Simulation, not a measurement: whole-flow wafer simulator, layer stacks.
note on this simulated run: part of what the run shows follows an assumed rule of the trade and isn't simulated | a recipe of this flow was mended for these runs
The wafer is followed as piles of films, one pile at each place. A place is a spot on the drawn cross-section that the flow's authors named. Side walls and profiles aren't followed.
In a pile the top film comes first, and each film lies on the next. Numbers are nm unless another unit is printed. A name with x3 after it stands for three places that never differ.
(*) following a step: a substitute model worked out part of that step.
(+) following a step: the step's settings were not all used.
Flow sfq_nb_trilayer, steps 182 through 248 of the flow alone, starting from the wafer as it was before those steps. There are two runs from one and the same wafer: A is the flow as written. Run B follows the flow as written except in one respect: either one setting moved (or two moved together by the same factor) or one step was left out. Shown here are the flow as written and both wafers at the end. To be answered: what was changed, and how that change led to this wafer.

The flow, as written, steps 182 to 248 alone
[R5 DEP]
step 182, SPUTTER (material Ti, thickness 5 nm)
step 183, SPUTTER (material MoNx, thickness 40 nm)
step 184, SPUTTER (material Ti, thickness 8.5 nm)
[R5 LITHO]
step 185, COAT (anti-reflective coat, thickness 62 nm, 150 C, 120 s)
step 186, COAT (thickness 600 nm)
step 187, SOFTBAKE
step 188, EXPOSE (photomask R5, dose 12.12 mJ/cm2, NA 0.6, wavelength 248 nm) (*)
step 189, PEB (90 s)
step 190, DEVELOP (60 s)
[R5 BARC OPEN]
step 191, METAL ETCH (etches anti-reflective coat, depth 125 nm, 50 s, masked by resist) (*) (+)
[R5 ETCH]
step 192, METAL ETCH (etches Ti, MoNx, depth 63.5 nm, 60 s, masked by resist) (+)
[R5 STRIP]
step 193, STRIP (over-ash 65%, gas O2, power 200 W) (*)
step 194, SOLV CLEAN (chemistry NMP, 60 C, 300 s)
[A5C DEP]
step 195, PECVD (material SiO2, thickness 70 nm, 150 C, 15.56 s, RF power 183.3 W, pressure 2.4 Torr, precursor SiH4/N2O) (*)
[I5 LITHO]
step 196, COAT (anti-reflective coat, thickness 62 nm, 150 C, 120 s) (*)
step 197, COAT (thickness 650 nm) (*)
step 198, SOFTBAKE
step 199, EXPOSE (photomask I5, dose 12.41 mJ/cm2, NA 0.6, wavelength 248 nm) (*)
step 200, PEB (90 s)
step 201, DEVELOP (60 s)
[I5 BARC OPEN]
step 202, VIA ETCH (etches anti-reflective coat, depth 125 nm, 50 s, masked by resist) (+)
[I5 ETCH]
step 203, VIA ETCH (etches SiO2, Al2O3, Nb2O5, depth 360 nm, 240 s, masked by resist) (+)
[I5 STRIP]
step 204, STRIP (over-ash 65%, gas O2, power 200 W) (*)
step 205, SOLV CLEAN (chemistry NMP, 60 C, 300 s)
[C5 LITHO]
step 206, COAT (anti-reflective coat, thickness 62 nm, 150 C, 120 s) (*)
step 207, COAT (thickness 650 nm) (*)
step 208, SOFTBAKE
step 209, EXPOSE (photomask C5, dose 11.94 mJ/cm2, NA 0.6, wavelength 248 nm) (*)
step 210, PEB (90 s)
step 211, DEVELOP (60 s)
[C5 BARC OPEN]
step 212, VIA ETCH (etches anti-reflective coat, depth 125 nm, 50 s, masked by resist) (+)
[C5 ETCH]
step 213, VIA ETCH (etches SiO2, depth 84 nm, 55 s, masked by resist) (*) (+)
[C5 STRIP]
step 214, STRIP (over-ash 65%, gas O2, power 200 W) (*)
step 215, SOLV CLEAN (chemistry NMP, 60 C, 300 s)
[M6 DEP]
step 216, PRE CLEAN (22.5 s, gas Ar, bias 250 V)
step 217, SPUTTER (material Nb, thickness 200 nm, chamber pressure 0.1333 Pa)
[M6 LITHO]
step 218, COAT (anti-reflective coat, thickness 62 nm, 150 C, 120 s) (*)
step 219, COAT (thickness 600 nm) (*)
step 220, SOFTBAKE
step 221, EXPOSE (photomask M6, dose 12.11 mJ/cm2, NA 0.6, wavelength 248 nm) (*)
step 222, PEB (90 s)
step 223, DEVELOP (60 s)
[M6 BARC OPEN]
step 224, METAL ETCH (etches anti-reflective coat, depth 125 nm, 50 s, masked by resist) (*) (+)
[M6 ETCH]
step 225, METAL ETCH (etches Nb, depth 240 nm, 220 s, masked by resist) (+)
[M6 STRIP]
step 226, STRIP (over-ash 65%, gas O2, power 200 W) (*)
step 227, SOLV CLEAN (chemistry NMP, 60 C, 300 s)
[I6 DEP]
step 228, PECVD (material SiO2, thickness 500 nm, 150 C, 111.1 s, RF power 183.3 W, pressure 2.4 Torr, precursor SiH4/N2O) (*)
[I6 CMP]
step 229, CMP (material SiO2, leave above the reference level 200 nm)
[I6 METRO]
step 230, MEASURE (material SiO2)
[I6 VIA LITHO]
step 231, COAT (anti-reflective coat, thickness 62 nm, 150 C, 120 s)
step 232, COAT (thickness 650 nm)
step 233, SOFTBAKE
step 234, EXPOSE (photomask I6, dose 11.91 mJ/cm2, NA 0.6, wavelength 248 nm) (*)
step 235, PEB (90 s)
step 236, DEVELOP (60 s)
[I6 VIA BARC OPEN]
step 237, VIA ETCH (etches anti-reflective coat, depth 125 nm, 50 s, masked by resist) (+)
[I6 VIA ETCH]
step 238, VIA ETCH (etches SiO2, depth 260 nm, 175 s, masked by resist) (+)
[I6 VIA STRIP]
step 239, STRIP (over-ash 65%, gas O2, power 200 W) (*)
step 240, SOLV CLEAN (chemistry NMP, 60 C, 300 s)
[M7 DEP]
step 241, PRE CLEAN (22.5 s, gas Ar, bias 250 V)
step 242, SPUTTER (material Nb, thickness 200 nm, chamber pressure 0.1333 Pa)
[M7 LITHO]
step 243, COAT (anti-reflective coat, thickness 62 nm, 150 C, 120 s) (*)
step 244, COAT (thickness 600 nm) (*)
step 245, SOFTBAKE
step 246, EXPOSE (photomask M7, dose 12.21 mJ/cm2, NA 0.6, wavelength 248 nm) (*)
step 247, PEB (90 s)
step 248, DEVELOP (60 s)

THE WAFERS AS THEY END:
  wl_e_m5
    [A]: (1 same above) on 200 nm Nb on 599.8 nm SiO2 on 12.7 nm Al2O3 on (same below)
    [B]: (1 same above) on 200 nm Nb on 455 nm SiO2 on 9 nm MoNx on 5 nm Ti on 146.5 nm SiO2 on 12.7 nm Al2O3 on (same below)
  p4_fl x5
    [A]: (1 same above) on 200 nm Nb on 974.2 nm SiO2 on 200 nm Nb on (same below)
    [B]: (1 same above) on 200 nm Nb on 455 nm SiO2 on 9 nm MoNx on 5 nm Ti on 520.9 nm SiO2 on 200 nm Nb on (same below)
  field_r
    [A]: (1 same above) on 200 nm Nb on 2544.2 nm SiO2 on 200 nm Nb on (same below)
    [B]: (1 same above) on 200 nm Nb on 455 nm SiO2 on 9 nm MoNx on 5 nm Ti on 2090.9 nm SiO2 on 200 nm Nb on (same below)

Cause: step 183, SPUTTER: thickness 64 nm was run, whereas the flow has thickness 40 nm.

The path from the change to this, step by step:
  step 183, SPUTTER (material MoNx, thickness 40 nm)
      field_l, v_sur, via_wl and 103 more: A MoNx gains 40 (new film) | B MoNx gains 64 (new film)
  step 192, METAL ETCH (etches Ti, MoNx, depth 63.5 nm, 60 s, masked by resist) (+)
      field_l, v_sur, via_wl and 92 more: A Ti loses 8.5 (all of it), MoNx loses 40 (all of it), Ti loses 5 (all of it), SiO2 loses 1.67 | B Ti loses 8.5 (all of it), MoNx loses 55
      ce_l, c5j, ce_r, wl_jj: A Ti loses 8.5 (all of it), MoNx loses 40 (all of it), Ti loses 5 (all of it), Nb loses 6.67 | B Ti loses 8.5 (all of it), MoNx loses 55
  step 195, PECVD (material SiO2, thickness 70 nm, 150 C, 15.56 s, RF power 183.3 W, pressure 2.4 Torr, precursor SiH4/N2O) (*)
      field_l, v_sur, via_wl and 92 more: A SiO2 gains 70 | B SiO2 gains 70 (new film)
  step 196, COAT (anti-reflective coat, thickness 62 nm, 150 C, 120 s) (*)
      r5r_line_l, r5r_line_c, r5r_line_r: A anti-reflective coat gains 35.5 (new film) | B anti-reflective coat gains 31.9 (new film)
      wl_j_sl, wl_j_sr: A anti-reflective coat gains 60.5 (new film) | B anti-reflective coat gains 62 (new film)
      (as well as at 9 more places)
  step 203, VIA ETCH (etches SiO2, Al2O3, Nb2O5, depth 360 nm, 240 s, masked by resist) (+)
      be: A SiO2 loses 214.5 (all of it), Al2O3 loses 12.7 (all of it), Nb2O5 loses 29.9 (all of it), Nb loses 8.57 | B SiO2 loses 69.7 (all of it), MoNx loses 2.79
  step 204, STRIP (over-ash 65%, gas O2, power 200 W) (*)
      r5r_line_l, r5r_line_c, r5r_line_r: A KrF-resist-other-grade loses 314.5 (all of it), anti-reflective coat loses 35.5 (all of it) | B KrF-resist-other-grade loses 314.3 (all of it), anti-reflective coat loses 31.9 (all of it)
      wl_j_sl, wl_j_sr: A KrF-resist-other-grade loses 316.4 (all of it), anti-reflective coat loses 60.5 (all of it) | B KrF-resist-other-grade loses 315.7 (all of it), anti-reflective coat loses 62 (all of it)
      (as well as at 9 more places)
  step 206, COAT (anti-reflective coat, thickness 62 nm, 150 C, 120 s) (*)
      r5r_line_l, r5r_line_c, r5r_line_r: A anti-reflective coat gains 35.5 (new film) | B anti-reflective coat gains 31.9 (new film)
      wl_j_sl, wl_j_sr: A anti-reflective coat gains 60.5 (new film) | B anti-reflective coat gains 62 (new film)
      (as well as at 17 more places)
  step 207, COAT (thickness 650 nm) (*)
      be: A KrF-resist-other-grade gains 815 (new film) | B KrF-resist-other-grade gains 672.4 (new film)
      gap: A KrF-resist-other-grade gains 641 (new film) | B KrF-resist-other-grade gains 654.3 (new film)
  step 212, VIA ETCH (etches anti-reflective coat, depth 125 nm, 50 s, masked by resist) (+)
      c5j: A anti-reflective coat loses 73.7 (all of it), SiO2 loses 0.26 | B anti-reflective coat loses 68.5 (all of it), SiO2 loses 0.28
  step 213, VIA ETCH (etches SiO2, depth 84 nm, 55 s, masked by resist) (*) (+)
      c5j: A SiO2 loses 69.7 (all of it), Nb loses 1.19 | B SiO2 loses 69.7 (all of it), MoNx loses 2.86
  step 214, STRIP (over-ash 65%, gas O2, power 200 W) (*)
      r5r_line_l, r5r_line_c, r5r_line_r: A KrF-resist-other-grade loses 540 (all of it), anti-reflective coat loses 35.5 (all of it) | B KrF-resist-other-grade loses 539.8 (all of it), anti-reflective coat loses 31.9 (all of it)
      wl_j_sl, wl_j_sr: A KrF-resist-other-grade loses 541.9 (all of it), anti-reflective coat loses 60.5 (all of it) | B KrF-resist-other-grade loses 541.2 (all of it), anti-reflective coat loses 62 (all of it)
      (as well as at 16 more places)
  step 216, PRE CLEAN (22.5 s, gas Ar, bias 250 V)
      be, c5j: A Nb loses 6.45 | B MoNx loses 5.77
  step 217, SPUTTER (material Nb, thickness 200 nm, chamber pressure 0.1333 Pa)
      be: A Nb gains 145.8 | B Nb gains 192.1 (new film)
      c5j: A Nb gains 188.4 | B Nb gains 188.1 (new film)
  step 218, COAT (anti-reflective coat, thickness 62 nm, 150 C, 120 s) (*)
      r5r_line_l, r5r_line_c, r5r_line_r: A anti-reflective coat gains 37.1 (new film) | B anti-reflective coat gains 33.9 (new film)
      wl_j_sl, wl_j_sr: A anti-reflective coat gains 60.5 (new film) | B anti-reflective coat gains 62 (new film)
      (as well as at 19 more places)
  step 219, COAT (thickness 600 nm) (*)
      via_v: A KrF-resist-other-grade gains 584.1 (new film) | B KrF-resist-other-grade gains 598 (new film)
      be: A KrF-resist-other-grade gains 795.2 (new film) | B KrF-resist-other-grade gains 620.4 (new film)
      (as well as at 1 more place)
  step 223, DEVELOP (60 s)
      gap: A KrF-resist-other-grade loses 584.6 (all of it) | B KrF-resist-other-grade loses 600.4 (all of it)
  ... another 3 steps ...
  step 229, CMP (material SiO2, leave above the reference level 200 nm)
      r5r_line_l, r5r_spacepad_l, r5r_spacepad_r, r5r_line_c, r5r_line_r: A SiO2 loses 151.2 | B SiO2 loses 159.5
      be_r, r_sur, r_end: A SiO2 loses 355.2 | B SiO2 loses 363.5
      (as well as at 3 more places)
Taking metal films that touch as one body, wl_e_m5 has 8 bodies (between them, from the top down: SiO2 455; SiO2 146.5 / Al2O3 12.7 / Nb2O5 29.9; SiO2 192.5; SiO2 192.5; SiO2 192.5; SiO2 192.5; SiO2 192.5); the flow as written gives 7 bodies (between them, from the top down: SiO2 599.8 / Al2O3 12.7 / Nb2O5 29.9; SiO2 192.5; SiO2 192.5; SiO2 192.5; SiO2 192.5; SiO2 192.5).
Taking metal films that touch as one body, p4_fl x5 has 4 bodies (between them, from the top down: SiO2 455; SiO2 520.9; SiO2 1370); the flow as written gives 3 bodies (between them, from the top down: SiO2 974.2; SiO2 1370).
Taking metal films that touch as one body, field_r has 3 bodies (between them, from the top down: SiO2 455; SiO2 2090.9); the flow as written gives 2 bodies (between them, from the top down: SiO2 2544.2).
